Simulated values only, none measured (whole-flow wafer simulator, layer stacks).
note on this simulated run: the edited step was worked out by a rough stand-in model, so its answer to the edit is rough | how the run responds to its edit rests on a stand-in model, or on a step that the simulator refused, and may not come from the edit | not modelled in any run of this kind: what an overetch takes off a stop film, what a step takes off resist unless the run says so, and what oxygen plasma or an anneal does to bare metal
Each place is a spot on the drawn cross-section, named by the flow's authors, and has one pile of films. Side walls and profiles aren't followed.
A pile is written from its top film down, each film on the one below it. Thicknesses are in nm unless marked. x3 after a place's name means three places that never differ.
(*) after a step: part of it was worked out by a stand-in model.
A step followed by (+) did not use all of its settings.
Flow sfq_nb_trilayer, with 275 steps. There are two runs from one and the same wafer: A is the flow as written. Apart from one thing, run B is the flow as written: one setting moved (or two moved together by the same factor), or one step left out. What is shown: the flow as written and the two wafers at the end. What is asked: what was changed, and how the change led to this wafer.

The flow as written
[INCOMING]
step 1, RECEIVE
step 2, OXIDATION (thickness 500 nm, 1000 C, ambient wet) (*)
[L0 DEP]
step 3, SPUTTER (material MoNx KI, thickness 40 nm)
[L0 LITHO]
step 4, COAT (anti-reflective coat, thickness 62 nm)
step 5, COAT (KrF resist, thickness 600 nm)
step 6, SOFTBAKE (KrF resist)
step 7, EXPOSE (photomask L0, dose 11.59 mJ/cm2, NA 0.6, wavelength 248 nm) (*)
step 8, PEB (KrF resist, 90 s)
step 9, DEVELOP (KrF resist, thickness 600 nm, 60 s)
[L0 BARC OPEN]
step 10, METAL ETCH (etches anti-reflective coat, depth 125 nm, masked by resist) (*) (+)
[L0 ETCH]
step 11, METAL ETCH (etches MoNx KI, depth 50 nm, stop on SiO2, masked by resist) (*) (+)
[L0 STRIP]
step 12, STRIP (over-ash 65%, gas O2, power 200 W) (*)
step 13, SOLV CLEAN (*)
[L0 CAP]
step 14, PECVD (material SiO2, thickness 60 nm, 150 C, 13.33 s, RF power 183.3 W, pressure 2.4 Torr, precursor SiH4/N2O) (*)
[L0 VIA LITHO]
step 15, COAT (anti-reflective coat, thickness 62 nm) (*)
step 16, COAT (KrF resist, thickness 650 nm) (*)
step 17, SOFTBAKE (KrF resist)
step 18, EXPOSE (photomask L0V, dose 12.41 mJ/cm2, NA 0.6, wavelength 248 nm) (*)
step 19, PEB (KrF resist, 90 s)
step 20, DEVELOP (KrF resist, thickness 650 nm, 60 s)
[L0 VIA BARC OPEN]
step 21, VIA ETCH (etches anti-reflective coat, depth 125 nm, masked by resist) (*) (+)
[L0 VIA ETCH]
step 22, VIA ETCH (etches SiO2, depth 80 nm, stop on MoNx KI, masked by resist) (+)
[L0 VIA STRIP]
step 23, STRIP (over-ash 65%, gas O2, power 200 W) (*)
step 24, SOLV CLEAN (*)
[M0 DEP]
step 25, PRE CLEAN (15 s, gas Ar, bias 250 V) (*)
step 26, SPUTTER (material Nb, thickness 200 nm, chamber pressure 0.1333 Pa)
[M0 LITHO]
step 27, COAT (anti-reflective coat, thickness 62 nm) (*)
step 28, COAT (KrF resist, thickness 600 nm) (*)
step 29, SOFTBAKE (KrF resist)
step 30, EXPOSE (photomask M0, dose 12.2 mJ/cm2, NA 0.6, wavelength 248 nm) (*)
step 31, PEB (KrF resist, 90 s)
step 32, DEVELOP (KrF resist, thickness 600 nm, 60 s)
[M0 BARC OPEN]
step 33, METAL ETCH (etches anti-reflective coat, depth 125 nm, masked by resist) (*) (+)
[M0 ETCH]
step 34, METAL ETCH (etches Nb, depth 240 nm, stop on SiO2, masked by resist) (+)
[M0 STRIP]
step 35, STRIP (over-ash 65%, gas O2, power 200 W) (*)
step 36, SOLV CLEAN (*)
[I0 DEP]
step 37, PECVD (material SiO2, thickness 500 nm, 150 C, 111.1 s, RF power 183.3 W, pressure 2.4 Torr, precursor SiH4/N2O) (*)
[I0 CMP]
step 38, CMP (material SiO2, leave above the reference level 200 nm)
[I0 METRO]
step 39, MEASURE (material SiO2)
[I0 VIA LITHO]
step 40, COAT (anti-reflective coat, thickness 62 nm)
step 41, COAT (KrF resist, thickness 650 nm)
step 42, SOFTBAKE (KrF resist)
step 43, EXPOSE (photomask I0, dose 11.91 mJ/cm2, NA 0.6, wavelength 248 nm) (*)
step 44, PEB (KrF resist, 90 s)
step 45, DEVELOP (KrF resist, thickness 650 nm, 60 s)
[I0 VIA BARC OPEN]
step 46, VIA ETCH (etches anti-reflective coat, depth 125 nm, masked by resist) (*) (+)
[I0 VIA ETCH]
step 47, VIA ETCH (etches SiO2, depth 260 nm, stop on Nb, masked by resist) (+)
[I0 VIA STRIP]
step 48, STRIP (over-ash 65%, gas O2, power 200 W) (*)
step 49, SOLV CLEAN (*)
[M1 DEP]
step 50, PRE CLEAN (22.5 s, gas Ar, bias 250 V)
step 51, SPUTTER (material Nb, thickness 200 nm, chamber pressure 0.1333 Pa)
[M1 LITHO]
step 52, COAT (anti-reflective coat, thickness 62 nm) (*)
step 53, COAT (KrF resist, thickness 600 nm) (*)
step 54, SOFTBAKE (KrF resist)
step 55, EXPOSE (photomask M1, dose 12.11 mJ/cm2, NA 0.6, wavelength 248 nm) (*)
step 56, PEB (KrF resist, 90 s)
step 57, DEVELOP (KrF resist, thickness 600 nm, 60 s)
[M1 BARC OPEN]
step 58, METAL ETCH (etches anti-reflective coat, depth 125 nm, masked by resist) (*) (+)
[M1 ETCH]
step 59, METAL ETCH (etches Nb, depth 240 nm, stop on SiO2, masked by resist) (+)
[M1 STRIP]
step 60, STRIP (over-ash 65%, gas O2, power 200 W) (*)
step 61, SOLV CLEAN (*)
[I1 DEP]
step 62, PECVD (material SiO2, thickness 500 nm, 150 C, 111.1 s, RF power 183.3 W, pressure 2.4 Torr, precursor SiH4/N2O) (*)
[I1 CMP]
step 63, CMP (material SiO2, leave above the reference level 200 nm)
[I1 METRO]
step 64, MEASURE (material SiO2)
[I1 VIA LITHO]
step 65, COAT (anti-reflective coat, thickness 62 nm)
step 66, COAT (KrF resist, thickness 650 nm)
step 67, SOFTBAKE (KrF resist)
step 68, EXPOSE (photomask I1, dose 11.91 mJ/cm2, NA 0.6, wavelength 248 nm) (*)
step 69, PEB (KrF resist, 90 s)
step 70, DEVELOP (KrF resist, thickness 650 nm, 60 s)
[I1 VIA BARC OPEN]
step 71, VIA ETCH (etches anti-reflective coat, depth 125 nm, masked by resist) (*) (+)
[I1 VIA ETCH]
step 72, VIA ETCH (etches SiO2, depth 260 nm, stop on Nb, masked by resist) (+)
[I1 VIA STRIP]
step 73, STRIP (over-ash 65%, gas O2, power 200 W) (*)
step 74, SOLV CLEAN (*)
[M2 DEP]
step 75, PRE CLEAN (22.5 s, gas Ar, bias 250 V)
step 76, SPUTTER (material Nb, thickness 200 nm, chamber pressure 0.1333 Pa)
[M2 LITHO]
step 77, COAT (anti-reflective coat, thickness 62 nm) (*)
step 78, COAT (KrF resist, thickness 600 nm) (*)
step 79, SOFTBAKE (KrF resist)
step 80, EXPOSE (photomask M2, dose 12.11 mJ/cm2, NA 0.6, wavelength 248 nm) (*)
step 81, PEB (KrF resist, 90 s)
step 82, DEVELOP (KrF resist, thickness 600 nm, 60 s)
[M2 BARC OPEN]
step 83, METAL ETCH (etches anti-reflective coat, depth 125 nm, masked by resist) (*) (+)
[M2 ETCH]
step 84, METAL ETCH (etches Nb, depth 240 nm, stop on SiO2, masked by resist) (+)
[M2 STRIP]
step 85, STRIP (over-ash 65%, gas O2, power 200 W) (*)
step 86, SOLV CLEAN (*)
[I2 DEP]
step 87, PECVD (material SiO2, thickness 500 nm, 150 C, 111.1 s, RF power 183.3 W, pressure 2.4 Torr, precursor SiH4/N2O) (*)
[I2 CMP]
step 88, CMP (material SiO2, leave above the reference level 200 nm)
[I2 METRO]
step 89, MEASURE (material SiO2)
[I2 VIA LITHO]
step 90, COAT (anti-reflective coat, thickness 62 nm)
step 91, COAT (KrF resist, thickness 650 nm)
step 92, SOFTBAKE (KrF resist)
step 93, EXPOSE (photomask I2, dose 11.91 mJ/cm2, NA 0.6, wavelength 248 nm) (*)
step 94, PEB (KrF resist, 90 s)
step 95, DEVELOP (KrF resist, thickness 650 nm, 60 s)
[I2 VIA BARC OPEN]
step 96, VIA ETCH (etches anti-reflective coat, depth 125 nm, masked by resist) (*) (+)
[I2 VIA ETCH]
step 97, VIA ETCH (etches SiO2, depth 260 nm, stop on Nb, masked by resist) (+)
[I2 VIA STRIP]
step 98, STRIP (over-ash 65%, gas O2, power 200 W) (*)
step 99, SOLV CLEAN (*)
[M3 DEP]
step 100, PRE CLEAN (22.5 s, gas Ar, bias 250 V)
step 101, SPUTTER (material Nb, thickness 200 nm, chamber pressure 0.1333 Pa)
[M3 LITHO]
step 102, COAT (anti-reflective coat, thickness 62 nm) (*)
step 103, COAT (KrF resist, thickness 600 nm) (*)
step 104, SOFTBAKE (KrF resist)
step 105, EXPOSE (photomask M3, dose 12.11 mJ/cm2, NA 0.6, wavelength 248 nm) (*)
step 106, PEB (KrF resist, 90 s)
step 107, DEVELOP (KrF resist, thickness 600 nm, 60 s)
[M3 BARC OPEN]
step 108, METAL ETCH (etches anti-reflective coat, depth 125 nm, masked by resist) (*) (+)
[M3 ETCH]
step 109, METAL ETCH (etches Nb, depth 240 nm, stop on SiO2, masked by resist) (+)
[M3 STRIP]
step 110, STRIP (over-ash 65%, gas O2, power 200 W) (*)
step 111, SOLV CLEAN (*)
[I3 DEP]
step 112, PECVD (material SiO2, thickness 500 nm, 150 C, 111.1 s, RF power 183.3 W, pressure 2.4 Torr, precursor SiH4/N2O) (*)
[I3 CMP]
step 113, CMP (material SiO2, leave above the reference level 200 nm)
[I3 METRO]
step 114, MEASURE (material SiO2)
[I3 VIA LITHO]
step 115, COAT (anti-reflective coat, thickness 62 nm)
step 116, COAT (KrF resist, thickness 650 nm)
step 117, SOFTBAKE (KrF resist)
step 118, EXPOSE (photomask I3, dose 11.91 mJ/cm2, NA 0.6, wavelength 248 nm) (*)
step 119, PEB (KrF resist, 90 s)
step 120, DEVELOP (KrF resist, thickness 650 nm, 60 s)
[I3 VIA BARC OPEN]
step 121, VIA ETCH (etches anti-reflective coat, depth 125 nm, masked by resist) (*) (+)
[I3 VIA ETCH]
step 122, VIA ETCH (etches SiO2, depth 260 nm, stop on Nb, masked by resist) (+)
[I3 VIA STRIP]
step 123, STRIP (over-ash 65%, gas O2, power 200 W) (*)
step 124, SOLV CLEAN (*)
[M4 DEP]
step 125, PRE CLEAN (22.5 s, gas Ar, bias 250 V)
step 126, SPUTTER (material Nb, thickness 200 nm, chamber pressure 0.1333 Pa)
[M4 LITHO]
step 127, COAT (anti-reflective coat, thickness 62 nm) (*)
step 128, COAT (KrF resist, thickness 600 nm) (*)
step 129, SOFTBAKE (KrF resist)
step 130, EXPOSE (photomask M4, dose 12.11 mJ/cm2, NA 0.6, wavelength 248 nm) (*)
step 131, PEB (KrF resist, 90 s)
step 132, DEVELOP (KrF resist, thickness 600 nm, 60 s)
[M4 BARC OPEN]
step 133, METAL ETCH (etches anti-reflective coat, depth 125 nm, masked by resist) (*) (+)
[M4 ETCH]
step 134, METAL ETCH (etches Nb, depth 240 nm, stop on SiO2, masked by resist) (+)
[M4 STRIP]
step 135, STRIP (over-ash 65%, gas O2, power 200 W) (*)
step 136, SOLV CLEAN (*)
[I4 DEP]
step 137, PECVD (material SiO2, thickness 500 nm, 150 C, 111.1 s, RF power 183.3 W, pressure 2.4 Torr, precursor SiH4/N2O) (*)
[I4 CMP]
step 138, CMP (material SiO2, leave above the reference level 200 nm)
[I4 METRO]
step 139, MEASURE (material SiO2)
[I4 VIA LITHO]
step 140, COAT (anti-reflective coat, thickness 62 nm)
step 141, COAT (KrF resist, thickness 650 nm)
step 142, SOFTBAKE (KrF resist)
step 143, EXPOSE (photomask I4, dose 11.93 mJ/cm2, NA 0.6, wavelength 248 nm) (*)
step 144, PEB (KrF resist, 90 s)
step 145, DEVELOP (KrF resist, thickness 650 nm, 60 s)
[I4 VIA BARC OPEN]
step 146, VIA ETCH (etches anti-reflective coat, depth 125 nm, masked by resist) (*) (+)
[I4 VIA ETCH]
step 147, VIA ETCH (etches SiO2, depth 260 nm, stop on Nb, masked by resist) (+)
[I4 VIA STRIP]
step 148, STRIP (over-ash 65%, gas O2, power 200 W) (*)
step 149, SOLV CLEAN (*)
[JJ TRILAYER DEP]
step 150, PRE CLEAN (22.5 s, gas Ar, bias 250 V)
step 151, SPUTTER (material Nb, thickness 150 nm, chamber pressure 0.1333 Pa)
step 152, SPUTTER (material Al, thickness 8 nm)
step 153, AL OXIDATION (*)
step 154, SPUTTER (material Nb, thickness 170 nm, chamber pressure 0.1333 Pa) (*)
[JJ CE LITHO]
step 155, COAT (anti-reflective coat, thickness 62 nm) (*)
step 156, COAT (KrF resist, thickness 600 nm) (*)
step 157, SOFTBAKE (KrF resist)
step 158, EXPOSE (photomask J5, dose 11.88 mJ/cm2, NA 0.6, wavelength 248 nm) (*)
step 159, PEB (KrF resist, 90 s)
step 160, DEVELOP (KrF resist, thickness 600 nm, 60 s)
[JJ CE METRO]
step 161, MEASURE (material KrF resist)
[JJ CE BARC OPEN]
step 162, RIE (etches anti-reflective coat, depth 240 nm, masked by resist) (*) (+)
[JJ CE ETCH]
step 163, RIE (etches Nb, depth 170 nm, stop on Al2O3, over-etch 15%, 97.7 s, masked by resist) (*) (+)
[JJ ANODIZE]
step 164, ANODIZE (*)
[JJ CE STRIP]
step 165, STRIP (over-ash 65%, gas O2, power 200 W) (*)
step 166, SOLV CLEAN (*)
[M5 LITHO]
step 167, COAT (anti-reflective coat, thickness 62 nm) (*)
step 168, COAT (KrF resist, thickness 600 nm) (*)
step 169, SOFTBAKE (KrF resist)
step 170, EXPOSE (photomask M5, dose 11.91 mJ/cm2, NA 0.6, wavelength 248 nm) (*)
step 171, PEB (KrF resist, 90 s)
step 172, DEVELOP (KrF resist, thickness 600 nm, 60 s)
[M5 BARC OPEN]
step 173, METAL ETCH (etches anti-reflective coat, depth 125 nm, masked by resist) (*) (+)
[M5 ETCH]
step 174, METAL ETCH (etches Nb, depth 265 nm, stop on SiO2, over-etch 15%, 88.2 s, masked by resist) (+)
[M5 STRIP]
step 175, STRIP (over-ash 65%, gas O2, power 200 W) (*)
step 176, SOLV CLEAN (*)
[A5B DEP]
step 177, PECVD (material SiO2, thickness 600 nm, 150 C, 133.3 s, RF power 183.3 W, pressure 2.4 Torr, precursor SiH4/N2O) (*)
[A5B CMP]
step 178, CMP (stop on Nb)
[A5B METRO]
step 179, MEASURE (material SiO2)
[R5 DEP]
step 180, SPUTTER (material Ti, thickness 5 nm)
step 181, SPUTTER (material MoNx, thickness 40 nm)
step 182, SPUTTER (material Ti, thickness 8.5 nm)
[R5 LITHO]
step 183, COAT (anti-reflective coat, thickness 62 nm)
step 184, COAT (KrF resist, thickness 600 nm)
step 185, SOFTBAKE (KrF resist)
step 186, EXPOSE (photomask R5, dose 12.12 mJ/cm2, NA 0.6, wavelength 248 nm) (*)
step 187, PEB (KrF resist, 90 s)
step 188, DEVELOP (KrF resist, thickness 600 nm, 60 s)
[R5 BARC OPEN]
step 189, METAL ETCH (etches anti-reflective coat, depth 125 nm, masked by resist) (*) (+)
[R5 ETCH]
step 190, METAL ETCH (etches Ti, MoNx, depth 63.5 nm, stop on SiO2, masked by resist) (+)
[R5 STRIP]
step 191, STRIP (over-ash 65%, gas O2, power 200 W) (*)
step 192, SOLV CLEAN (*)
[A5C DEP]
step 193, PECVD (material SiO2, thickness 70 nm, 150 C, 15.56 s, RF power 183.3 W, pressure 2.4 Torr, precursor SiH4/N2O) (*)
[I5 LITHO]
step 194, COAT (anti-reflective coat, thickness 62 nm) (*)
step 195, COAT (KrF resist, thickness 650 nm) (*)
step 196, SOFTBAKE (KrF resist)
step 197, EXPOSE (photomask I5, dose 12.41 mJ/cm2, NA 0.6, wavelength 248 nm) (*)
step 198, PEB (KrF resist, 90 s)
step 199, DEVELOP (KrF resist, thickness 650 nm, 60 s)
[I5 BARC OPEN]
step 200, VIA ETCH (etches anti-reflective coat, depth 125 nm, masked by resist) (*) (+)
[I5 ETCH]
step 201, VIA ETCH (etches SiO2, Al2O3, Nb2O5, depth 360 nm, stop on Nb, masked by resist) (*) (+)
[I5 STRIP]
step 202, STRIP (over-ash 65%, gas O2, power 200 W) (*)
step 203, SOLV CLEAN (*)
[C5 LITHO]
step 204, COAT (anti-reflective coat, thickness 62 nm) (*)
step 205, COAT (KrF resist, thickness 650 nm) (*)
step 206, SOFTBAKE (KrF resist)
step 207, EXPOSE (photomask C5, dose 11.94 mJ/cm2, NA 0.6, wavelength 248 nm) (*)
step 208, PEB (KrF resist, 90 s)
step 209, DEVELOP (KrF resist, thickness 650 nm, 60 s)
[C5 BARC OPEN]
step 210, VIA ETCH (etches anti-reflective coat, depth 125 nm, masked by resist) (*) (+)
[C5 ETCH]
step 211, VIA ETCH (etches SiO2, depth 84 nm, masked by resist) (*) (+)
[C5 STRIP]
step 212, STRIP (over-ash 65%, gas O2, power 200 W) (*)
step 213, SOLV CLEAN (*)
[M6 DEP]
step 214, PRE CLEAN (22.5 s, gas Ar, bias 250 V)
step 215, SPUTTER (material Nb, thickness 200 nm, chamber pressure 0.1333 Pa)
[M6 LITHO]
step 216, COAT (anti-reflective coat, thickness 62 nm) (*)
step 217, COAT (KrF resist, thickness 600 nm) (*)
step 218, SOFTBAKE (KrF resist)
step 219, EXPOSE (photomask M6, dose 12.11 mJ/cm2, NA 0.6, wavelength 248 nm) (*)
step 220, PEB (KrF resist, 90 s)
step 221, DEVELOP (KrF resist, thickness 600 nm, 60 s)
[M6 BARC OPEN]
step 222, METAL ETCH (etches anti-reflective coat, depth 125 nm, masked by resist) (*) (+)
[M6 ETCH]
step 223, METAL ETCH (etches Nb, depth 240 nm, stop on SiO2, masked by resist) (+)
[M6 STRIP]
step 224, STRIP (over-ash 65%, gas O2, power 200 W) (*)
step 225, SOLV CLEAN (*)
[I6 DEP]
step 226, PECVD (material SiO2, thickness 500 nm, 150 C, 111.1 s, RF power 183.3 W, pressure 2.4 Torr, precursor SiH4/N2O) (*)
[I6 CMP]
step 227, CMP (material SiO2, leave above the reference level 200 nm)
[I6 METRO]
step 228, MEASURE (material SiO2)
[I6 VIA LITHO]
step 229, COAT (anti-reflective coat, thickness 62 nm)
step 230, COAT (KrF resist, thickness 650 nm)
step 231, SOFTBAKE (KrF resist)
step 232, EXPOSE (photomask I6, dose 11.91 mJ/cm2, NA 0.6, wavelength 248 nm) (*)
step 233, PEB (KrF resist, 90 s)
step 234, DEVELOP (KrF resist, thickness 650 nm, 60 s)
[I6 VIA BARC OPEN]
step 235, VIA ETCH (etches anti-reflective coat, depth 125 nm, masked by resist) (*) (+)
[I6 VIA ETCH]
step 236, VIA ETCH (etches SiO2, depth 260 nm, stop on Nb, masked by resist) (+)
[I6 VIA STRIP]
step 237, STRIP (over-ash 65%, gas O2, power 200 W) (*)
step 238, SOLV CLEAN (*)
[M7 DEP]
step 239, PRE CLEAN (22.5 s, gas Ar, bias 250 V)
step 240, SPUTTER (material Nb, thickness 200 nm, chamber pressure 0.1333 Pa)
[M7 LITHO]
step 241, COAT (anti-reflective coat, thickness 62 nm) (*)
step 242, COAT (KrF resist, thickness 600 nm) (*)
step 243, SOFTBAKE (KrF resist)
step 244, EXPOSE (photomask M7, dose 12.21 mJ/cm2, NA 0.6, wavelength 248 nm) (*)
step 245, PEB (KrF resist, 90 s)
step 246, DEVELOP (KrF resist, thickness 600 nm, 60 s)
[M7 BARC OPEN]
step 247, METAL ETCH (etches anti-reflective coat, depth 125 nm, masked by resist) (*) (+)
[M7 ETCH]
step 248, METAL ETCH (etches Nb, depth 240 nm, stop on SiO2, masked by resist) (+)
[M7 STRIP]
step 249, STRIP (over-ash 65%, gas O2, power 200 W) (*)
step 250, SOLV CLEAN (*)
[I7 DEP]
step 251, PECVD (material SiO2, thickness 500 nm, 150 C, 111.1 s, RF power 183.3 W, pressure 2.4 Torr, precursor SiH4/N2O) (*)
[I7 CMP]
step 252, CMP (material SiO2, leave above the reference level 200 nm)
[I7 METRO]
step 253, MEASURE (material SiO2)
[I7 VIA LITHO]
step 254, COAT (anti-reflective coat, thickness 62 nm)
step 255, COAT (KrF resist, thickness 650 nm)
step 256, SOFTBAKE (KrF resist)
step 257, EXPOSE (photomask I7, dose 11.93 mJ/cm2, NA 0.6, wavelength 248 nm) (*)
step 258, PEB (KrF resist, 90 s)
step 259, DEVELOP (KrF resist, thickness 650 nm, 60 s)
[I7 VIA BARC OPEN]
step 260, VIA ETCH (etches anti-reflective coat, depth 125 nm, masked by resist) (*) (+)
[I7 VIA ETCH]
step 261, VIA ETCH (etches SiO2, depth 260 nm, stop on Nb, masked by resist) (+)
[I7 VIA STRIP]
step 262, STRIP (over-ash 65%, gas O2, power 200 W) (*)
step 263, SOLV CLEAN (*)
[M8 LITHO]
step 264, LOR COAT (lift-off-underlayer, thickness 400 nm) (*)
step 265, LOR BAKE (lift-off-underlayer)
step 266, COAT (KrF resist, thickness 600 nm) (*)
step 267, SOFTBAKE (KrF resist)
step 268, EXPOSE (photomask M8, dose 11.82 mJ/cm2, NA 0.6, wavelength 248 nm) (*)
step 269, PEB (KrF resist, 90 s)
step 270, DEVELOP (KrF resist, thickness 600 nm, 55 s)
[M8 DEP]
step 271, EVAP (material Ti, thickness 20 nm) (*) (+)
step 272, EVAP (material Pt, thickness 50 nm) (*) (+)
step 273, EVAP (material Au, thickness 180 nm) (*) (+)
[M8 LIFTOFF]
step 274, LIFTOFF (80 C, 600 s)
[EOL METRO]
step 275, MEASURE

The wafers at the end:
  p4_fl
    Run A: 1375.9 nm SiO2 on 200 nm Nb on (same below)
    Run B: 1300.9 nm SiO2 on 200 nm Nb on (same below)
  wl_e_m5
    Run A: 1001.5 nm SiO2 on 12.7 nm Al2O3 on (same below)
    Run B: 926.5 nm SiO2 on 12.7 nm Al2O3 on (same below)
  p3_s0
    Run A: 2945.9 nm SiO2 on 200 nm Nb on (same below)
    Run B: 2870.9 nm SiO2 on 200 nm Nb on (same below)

The reason: step 226, PECVD: thickness 225 nm was run, whereas the flow has thickness 500 nm; step 226, PECVD: 50 s was run, where the flow has 111.1 s.

How this came from the change, step by step:
  step 226, PECVD (material SiO2, thickness 500 nm, 150 C, 111.1 s, RF power 183.3 W, pressure 2.4 Torr, precursor SiH4/N2O) (*)
      field_l, p4_fl, p4_fm and 62 more: A +500 SiO2 | B +225 SiO2
      v_sur, via_wl, via_w and 21 more: A +500 SiO2 (new film) | B +225 SiO2 (new film)
      (and at 17 other places as well)
  step 227, CMP (material SiO2, leave above the reference level 200 nm)
      field_l, p4_fl, p4_fm and 59 more: A -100 SiO2 | B nothing
      moat, field_r, lsp_l, ln_m5, lsp_m: A -93.6 SiO2 | B nothing
      (and at 39 other places as well)
  step 229, COAT (anti-reflective coat, thickness 62 nm)
      p3_s1, p3_s3, p3_l4, p3_s4: A +62 anti-reflective coat (new film) | B +63.9 anti-reflective coat (new film)
      m0r_space_l, m0r_space_r, m7r_space_l, m7r_space_r: A +62 anti-reflective coat (new film) | B +81.3 anti-reflective coat (new film)
      (and at 85 other places as well)
  step 230, COAT (KrF resist, thickness 650 nm)
      m0r_line_l, m0r_line_r, m7r_line_l, m7r_line_r: A +650 KrF resist (new film) | B +684 KrF resist (new film)
      m0r_space_l, m0r_space_r, m7r_space_l, m7r_space_r: A +650 KrF resist (new film) | B +673 KrF resist (new film)
      (and at 75 other places as well)
  step 234, DEVELOP (KrF resist, thickness 650 nm, 60 s)
      via_v: A -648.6 KrF resist (all of it) | B -599.4 KrF resist (all of it)
  step 235, VIA ETCH (etches anti-reflective coat, depth 125 nm, masked by resist) (*) (+)
      field_l, v_sur, via_wl and 102 more: A -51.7 KrF resist | B -42.9 KrF resist
      via_v: A -62 anti-reflective coat (all of it), -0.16 SiO2 | B -51.4 anti-reflective coat (all of it), -0.13 SiO2
  step 237, STRIP (over-ash 65%, gas O2, power 200 W) (*)
      m0r_line_l, m0r_line_r, m7r_line_l, m7r_line_r: A -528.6 KrF resist (all of it), -62 anti-reflective coat (all of it) | B -571.3 KrF resist (all of it), -61.7 anti-reflective coat (all of it)
      m0r_space_l, m0r_space_r, m7r_space_l, m7r_space_r: A -528.6 KrF resist (all of it), -62 anti-reflective coat (all of it) | B -560.4 KrF resist (all of it), -81.3 anti-reflective coat (all of it)
      (and at 93 other places as well)
  step 240, SPUTTER (material Nb, thickness 200 nm, chamber pressure 0.1333 Pa)
      lsp_r, l0_sur, l0v: A +200 Nb (new film) | B +191.5 Nb (new film)
      be: A +200 Nb (new film) | B +131 Nb (new film)
      (and at 4 other places as well)
  step 241, COAT (anti-reflective coat, thickness 62 nm) (*)
      p3_s1, p3_s3, p3_l4, p3_s4: A +62 anti-reflective coat (new film) | B +63.9 anti-reflective coat (new film)
      m0r_space_l, m0r_space_r, m7r_space_l, m7r_space_r: A +62 anti-reflective coat (new film) | B +80.1 anti-reflective coat (new film)
      (and at 86 other places as well)
  step 242, COAT (KrF resist, thickness 600 nm) (*)
      m0r_line_l, m0r_line_r, m7r_line_l, m7r_line_r: A +600 KrF resist (new film) | B +632 KrF resist (new film)
      m0r_space_l, m0r_space_r, m7r_space_l, m7r_space_r: A +600 KrF resist (new film) | B +623.3 KrF resist (new film)
      (and at 77 other places as well)
  step 246, DEVELOP (KrF resist, thickness 600 nm, 60 s)
      m0r_space_l, m0r_space_r, m7r_space_l, m7r_space_r: A -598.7 KrF resist (all of it) | B -622 KrF resist (all of it)
      m0r_line_l, m0r_line_r: A -598.7 KrF resist (all of it) | B -630.7 KrF resist (all of it)
      (and at 38 other places as well)
  step 247, METAL ETCH (etches anti-reflective coat, depth 125 nm, masked by resist) (*) (+)
      m5r_linepad_l, m5r_linepad_r, m8r_pad_l, m8r_pad_r: A -62 anti-reflective coat (all of it) | B -125 anti-reflective coat
      v_sur, via_wl, via_w and 38 more: A -51.7 KrF resist | B -69.4 KrF resist
      (and at 51 other places as well)
  step 248, METAL ETCH (etches Nb, depth 240 nm, stop on SiO2, masked by resist) (+)
      m5r_linepad_l, m5r_linepad_r: A -200 Nb (all of it) | B -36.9 anti-reflective coat (all of it), -200 Nb (all of it)
      m8r_pad_l, m8r_pad_r: A -200 Nb (all of it) | B -10.7 anti-reflective coat (all of it), -200 Nb (all of it)
      (and at 2 other places as well)
  step 249, STRIP (over-ash 65%, gas O2, power 200 W) (*)
      m7r_line_l, m7r_line_r: A -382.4 KrF resist (all of it), -62 anti-reflective coat (all of it) | B -396.6 KrF resist (all of it), -62.1 anti-reflective coat (all of it)
      v_sur: A -379.9 KrF resist (all of it), -61.4 anti-reflective coat (all of it) | B -296.2 KrF resist (all of it), -40.9 anti-reflective coat (all of it)
      (and at 38 other places as well)
  step 251, PECVD (material SiO2, thickness 500 nm, 150 C, 111.1 s, RF power 183.3 W, pressure 2.4 Torr, precursor SiH4/N2O) (*)
      wl_c_sl, m6r_space_l, m6r_space_r: A +500 SiO2 | B +532.1 SiO2
      be: A +500 SiO2 (new film) | B +340.7 SiO2 (new film)
      (and at 3 other places as well)
  step 252, CMP (material SiO2, leave above the reference level 200 nm)
      field_l, p4_fl, p4_fm and 53 more: A -100 SiO2 | B nothing
      field_r, lsp_l: A -77.7 SiO2 | B nothing
      (and at 23 other places as well)
  ... 8 other steps ...
  step 274, LIFTOFF (80 C, 600 s)
      m0r_line_l, m0r_line_r: A -180 Au (all of it), -50 Pt (all of it), -20 Ti (all of it), -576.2 KrF resist (all of it), -400 lift-off-underlayer (all of it) | B -180 Au (all of it), -50 Pt (all of it), -20 Ti (all of it), -582.7 KrF resist (all of it), -420.7 lift-off-underlayer (all of it)
      m0r_space_l, m0r_space_r: A -180 Au (all of it), -50 Pt (all of it), -20 Ti (all of it), -576.2 KrF resist (all of it), -400 lift-off-underlayer (all of it) | B -180 Au (all of it), -50 Pt (all of it), -20 Ti (all of it), -577.9 KrF resist (all of it), -426.7 lift-off-underlayer (all of it)
      (and at 54 other places as well)
